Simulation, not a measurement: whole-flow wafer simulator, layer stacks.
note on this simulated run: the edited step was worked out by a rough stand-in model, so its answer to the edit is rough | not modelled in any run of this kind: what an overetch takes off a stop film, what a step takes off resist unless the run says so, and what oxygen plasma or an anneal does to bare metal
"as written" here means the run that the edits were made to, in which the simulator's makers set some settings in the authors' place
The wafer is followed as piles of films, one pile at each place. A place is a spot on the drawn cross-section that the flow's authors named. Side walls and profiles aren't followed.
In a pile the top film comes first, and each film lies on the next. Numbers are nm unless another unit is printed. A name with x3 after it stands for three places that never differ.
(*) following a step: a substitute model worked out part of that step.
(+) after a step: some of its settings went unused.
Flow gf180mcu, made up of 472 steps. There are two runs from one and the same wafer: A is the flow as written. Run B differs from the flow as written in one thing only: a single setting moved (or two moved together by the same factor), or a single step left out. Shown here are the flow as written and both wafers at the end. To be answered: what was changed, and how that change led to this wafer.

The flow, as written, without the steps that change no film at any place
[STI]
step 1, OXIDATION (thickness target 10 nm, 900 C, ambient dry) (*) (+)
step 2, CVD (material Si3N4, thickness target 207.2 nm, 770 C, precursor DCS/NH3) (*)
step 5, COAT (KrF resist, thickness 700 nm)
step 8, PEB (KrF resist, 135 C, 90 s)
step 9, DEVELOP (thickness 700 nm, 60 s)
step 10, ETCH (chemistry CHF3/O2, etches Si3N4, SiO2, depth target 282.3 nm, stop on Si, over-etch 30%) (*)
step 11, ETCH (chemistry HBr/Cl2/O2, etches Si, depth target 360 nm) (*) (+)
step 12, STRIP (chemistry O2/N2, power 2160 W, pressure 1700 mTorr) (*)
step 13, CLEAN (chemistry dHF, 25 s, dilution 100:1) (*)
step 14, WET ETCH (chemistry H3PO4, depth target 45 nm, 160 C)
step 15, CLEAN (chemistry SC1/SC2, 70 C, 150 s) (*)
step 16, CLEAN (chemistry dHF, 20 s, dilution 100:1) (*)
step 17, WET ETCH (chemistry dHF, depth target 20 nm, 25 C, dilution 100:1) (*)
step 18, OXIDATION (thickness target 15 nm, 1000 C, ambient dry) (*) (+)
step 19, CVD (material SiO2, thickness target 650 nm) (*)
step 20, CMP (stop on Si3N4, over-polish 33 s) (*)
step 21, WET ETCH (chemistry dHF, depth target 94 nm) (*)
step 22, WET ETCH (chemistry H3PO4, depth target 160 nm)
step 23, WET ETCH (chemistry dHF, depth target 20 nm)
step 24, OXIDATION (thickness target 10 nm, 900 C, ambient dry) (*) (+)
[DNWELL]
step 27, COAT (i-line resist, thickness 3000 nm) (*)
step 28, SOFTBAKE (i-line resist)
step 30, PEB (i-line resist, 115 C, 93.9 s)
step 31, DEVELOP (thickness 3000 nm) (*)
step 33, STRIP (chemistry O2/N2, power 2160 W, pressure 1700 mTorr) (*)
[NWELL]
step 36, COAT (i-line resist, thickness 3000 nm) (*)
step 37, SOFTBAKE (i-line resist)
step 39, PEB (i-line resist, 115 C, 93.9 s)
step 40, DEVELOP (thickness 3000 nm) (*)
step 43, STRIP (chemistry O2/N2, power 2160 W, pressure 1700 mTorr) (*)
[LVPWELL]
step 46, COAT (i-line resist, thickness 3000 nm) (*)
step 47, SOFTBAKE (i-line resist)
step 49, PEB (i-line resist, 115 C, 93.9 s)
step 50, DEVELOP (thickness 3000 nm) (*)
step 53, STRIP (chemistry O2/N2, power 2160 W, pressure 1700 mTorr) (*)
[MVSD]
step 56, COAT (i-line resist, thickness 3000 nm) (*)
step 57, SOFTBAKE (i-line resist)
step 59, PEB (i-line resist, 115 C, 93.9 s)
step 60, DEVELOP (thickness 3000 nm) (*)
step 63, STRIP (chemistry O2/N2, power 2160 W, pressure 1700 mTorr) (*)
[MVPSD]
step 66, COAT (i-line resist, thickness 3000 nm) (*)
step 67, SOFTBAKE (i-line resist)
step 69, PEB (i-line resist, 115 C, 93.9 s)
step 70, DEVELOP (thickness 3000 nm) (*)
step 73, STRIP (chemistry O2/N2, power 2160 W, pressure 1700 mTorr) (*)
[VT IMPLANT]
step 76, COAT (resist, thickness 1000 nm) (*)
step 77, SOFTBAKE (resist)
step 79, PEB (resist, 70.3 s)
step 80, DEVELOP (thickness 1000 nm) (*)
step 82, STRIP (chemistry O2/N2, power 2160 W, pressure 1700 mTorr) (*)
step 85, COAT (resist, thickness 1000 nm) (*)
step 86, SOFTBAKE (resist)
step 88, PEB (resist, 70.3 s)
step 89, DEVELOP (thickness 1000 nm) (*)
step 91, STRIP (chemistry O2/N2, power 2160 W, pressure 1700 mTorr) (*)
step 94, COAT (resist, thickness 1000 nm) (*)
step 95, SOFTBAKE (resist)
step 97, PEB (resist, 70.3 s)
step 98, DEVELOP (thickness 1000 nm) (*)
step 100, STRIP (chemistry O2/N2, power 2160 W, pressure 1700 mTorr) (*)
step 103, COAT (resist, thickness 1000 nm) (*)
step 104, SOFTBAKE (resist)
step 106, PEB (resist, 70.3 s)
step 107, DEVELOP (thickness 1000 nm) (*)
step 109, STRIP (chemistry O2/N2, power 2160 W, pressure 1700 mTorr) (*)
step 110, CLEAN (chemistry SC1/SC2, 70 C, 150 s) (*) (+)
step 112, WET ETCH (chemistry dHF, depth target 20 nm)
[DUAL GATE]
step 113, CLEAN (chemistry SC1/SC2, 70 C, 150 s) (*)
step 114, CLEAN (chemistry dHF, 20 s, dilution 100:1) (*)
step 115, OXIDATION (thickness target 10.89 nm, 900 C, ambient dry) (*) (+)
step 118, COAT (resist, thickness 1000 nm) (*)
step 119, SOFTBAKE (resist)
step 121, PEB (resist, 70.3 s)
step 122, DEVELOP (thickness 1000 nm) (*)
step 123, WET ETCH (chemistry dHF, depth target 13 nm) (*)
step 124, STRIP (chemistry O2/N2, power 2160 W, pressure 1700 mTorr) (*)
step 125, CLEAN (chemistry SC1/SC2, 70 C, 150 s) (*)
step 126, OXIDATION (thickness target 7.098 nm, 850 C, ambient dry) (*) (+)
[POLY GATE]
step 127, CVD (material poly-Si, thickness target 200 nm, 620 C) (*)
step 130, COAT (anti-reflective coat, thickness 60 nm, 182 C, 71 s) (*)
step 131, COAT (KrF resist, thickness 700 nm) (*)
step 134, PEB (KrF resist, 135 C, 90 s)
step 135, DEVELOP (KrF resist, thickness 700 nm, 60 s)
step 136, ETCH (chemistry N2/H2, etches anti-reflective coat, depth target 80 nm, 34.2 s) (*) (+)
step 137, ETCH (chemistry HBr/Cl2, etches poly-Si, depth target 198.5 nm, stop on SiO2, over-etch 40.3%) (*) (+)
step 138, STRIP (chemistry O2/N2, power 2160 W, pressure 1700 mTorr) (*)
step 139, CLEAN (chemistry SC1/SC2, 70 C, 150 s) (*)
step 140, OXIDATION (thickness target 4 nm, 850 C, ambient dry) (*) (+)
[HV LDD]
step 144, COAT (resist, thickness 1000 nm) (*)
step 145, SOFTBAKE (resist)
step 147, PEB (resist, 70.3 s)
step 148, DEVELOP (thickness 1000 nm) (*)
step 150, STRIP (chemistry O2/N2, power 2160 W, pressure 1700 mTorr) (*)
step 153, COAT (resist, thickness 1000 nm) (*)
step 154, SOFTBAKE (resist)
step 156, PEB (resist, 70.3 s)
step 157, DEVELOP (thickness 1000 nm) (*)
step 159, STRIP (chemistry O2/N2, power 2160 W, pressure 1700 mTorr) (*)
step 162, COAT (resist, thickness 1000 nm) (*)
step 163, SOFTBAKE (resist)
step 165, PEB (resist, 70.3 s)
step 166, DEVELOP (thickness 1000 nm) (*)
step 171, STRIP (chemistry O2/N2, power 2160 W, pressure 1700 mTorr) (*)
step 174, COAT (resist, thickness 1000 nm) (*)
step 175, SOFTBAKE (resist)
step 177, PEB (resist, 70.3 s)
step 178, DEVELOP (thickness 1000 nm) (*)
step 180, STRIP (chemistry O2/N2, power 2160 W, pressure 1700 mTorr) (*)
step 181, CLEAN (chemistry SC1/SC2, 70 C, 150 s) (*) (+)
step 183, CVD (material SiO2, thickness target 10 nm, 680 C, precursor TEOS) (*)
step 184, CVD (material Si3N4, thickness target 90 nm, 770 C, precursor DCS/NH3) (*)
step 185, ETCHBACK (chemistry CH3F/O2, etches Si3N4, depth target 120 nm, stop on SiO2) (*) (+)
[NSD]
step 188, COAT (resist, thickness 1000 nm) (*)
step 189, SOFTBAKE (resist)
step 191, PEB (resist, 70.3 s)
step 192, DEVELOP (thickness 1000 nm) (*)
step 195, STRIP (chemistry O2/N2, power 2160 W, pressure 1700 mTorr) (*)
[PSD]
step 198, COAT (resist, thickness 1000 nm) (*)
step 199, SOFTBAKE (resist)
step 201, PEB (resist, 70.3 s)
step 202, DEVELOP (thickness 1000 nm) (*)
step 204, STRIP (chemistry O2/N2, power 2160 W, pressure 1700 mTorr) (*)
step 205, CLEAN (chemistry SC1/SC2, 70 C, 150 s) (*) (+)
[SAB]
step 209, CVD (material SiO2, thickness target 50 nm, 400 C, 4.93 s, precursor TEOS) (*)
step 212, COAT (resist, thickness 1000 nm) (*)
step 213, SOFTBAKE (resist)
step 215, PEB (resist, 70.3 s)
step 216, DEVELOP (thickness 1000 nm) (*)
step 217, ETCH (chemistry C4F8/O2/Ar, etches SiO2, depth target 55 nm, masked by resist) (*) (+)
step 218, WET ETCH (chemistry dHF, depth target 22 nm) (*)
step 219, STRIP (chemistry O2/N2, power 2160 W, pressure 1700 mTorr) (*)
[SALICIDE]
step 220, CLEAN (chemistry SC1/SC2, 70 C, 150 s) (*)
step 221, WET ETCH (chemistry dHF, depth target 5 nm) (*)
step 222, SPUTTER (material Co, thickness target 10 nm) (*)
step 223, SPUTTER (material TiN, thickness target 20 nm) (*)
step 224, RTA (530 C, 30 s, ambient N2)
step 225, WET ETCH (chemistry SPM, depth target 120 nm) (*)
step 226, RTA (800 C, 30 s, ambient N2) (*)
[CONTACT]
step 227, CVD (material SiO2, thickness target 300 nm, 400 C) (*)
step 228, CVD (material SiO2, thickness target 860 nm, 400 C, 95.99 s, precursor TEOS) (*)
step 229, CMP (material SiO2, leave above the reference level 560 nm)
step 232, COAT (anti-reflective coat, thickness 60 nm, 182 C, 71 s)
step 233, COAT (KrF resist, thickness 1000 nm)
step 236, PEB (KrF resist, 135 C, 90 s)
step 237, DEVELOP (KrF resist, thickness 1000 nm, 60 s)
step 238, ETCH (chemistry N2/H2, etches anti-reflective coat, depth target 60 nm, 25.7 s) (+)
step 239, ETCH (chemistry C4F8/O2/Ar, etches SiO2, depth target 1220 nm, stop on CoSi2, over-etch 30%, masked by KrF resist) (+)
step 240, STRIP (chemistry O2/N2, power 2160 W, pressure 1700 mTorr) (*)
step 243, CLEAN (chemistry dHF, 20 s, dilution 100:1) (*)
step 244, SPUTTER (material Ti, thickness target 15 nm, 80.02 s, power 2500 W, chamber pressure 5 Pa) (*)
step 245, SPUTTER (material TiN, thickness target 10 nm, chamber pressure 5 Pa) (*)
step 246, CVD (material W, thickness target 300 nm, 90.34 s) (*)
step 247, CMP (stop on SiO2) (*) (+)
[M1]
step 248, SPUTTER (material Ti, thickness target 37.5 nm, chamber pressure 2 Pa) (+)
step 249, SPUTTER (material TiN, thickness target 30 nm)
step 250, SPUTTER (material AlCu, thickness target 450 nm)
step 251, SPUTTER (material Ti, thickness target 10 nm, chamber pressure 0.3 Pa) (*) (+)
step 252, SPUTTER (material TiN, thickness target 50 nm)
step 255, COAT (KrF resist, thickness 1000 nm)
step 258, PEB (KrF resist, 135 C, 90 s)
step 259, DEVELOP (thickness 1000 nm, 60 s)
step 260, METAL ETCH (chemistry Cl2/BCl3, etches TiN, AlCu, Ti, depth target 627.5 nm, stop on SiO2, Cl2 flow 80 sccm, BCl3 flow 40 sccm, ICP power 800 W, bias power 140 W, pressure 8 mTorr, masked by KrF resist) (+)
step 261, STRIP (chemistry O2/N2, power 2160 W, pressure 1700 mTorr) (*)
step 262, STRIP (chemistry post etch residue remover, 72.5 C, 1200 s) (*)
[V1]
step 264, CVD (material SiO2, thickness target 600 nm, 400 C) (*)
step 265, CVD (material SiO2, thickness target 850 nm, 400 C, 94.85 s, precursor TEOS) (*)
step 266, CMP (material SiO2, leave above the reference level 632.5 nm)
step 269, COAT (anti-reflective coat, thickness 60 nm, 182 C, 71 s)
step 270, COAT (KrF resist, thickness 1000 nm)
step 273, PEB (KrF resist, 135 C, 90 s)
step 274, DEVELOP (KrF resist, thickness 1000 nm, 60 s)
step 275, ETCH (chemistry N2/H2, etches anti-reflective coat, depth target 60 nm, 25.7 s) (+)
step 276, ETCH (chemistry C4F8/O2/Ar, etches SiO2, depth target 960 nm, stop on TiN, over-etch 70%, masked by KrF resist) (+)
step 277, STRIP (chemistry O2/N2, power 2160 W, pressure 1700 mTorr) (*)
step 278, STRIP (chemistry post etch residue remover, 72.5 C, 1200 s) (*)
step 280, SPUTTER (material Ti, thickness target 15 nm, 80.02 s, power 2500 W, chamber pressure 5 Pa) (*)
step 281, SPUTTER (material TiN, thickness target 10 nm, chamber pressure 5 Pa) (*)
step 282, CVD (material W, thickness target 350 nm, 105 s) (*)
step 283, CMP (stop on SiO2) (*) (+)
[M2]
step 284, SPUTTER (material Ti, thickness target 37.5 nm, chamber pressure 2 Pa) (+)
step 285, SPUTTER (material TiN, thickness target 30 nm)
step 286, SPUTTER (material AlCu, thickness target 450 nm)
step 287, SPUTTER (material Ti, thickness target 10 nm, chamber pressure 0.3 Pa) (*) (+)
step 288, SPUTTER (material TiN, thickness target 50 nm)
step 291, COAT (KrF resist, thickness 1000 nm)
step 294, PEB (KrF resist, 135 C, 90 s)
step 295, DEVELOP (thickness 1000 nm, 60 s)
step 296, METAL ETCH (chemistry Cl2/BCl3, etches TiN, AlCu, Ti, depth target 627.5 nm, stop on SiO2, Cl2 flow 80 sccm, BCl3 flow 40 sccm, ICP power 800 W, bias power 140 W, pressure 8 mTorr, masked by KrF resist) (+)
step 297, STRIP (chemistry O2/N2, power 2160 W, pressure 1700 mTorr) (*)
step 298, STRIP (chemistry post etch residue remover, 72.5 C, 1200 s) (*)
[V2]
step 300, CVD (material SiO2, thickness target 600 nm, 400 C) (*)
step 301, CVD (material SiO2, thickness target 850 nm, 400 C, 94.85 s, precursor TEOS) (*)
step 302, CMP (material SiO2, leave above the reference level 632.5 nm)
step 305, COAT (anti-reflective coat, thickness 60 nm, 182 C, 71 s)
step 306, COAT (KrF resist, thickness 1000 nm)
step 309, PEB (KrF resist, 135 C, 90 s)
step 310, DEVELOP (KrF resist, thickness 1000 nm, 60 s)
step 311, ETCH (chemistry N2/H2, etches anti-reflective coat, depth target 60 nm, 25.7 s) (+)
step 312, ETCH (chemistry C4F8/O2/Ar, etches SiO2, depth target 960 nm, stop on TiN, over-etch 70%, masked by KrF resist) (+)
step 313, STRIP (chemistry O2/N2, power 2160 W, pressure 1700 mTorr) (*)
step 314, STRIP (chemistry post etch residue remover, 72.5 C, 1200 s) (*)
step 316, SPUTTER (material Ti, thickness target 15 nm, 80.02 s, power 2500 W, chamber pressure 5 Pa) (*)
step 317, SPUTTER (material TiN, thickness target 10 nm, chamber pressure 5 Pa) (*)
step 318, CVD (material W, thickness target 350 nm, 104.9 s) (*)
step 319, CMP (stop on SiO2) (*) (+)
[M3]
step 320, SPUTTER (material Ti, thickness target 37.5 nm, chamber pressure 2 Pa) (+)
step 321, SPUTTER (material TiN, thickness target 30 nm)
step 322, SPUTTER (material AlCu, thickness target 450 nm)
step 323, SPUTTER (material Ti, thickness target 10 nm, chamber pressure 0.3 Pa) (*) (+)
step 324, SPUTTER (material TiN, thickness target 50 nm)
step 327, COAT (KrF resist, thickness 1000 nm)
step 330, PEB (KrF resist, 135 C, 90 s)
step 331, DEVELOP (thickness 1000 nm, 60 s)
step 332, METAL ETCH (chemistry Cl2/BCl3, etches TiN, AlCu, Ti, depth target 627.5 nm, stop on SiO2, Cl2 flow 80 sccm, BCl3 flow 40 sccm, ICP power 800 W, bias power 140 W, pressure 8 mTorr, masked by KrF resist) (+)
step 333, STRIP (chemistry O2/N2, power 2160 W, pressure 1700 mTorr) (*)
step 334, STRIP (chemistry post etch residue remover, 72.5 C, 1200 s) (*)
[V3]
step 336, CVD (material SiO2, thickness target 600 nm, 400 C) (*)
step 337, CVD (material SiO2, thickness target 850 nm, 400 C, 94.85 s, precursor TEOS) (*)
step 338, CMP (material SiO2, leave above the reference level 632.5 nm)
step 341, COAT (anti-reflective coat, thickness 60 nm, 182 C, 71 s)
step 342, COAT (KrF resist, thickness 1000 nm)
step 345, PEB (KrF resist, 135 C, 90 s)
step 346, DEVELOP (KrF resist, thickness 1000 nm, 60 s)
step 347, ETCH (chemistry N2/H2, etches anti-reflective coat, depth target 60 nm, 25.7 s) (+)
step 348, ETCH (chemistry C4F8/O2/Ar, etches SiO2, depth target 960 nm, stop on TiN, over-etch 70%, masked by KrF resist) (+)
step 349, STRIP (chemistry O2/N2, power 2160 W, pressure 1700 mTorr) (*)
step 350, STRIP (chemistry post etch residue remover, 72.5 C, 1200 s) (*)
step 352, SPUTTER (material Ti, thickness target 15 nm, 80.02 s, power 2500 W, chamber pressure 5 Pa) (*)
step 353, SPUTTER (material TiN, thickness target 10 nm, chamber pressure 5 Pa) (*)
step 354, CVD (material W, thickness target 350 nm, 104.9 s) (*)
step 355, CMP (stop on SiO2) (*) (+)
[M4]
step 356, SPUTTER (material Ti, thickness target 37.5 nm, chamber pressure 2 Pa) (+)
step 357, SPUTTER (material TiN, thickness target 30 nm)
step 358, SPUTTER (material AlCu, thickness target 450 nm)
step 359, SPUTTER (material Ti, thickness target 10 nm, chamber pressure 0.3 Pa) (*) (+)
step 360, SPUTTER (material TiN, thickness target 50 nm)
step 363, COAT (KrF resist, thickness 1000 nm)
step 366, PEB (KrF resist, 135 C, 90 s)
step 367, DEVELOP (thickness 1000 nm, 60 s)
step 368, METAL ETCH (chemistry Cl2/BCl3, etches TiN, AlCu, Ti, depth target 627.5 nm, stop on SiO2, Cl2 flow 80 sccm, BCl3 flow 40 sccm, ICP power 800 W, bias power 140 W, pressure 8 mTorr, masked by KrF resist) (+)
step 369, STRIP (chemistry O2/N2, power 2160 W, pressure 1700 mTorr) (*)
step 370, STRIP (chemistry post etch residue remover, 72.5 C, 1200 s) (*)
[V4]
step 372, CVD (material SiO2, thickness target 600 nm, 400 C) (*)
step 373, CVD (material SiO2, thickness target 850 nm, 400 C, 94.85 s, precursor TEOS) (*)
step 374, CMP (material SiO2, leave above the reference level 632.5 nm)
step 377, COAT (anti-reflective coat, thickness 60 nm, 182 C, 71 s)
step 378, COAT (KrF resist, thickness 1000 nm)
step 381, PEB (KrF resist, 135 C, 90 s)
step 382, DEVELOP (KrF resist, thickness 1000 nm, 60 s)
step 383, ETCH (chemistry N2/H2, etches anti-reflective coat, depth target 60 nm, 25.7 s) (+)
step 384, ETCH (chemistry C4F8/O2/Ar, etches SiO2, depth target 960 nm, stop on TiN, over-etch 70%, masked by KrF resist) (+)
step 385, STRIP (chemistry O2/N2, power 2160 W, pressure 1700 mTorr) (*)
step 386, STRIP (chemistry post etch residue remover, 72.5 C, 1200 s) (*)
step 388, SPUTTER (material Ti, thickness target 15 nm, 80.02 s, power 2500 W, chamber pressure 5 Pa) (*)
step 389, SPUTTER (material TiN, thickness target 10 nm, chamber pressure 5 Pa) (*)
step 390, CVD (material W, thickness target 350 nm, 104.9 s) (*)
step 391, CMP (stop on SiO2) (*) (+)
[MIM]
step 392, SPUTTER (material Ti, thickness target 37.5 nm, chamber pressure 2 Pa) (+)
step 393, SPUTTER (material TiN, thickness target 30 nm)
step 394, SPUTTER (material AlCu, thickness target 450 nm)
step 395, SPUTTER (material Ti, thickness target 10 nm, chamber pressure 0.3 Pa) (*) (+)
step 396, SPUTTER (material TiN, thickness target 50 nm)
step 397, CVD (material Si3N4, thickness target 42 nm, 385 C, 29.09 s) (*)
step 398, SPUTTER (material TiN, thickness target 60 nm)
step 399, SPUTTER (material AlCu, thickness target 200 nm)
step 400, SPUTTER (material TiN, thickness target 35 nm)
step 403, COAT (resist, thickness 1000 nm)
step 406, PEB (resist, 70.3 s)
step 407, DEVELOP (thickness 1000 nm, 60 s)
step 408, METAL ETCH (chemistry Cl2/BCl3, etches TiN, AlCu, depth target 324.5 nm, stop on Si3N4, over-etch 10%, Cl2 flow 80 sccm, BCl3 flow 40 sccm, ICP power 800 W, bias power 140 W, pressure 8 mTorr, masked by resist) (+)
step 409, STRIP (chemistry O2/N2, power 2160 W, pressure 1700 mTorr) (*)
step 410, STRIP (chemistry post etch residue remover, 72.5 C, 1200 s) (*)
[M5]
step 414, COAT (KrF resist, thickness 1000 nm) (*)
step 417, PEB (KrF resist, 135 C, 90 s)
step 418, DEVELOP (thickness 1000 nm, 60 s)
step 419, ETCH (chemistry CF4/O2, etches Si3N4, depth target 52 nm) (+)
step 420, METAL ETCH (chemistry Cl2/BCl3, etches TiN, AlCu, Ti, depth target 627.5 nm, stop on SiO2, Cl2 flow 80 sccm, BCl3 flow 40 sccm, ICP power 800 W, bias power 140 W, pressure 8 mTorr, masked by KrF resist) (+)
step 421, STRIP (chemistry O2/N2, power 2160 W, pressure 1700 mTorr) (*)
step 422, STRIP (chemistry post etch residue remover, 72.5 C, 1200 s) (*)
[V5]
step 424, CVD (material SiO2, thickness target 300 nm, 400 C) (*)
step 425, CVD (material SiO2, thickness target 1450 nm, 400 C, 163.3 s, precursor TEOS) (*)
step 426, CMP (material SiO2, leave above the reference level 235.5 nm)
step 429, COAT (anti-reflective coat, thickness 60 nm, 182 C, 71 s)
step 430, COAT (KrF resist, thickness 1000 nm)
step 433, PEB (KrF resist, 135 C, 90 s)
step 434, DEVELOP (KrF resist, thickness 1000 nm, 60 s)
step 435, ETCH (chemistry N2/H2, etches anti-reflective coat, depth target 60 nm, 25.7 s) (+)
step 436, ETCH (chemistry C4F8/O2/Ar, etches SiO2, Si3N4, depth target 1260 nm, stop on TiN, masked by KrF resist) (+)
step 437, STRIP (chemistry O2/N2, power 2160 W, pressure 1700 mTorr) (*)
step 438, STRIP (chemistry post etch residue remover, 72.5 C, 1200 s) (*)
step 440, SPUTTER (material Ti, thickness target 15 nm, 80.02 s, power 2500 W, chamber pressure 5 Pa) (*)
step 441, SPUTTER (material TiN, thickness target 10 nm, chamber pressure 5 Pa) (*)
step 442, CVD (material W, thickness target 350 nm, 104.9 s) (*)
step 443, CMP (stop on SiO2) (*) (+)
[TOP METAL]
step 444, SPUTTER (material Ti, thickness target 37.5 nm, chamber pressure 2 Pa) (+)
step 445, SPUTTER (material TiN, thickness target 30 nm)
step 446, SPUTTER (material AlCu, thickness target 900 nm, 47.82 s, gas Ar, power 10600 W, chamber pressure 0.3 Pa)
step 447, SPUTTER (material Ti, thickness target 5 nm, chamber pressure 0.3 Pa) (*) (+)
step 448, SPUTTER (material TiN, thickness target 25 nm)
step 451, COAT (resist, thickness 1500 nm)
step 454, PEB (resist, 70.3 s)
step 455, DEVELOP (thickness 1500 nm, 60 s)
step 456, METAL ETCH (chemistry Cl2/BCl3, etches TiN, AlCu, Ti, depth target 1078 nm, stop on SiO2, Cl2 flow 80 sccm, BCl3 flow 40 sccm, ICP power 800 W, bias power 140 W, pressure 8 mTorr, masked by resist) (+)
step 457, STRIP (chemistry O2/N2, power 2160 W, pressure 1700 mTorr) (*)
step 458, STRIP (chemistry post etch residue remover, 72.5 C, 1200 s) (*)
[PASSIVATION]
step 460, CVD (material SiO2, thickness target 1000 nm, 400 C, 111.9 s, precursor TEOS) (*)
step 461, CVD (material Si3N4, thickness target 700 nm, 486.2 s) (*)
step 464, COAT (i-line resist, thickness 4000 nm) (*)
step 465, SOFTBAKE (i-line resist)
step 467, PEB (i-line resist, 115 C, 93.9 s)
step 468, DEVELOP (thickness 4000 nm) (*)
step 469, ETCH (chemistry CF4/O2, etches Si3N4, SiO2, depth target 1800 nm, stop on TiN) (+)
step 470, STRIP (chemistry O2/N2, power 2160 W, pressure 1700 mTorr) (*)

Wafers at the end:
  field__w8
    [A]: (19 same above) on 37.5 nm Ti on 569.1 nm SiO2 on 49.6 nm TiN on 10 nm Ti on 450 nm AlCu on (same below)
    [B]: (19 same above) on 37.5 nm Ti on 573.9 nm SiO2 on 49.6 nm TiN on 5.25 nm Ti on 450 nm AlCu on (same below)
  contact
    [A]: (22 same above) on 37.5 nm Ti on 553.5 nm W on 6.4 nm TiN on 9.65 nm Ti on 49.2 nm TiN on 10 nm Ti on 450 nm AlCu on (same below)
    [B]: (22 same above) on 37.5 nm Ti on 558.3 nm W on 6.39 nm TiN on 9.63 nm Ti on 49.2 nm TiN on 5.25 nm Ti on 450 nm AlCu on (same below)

What caused this: step 323, SPUTTER: thickness target 5.25 nm was run, whereas the flow has thickness target 10 nm.
The wafer itself shows it: field__w8 has Ti 5.25, and step 323 as written asks for 10 nm.

How this came from the change, step by step:
  step 323, SPUTTER (material Ti, thickness target 10 nm, chamber pressure 0.3 Pa) (*) (+)
      field, field__w1, field__w2 and 108 more: A +10 Ti (new film) | B +5.25 Ti (new film)
  step 332, METAL ETCH (chemistry Cl2/BCl3, etches TiN, AlCu, Ti, depth target 627.5 nm, stop on SiO2, Cl2 flow 80 sccm, BCl3 flow 40 sccm, ICP power 800 W, bias power 140 W, pressure 8 mTorr, masked by KrF resist) (+)
      field, field__w1, field__w2 and 103 more: A -50 TiN (all of it), -10 Ti (all of it), -450 AlCu (all of it), -30 TiN (all of it), -37.5 Ti (all of it) | B -50 TiN (all of it), -5.25 Ti (all of it), -450 AlCu (all of it), -30 TiN (all of it), -37.5 Ti (all of it)
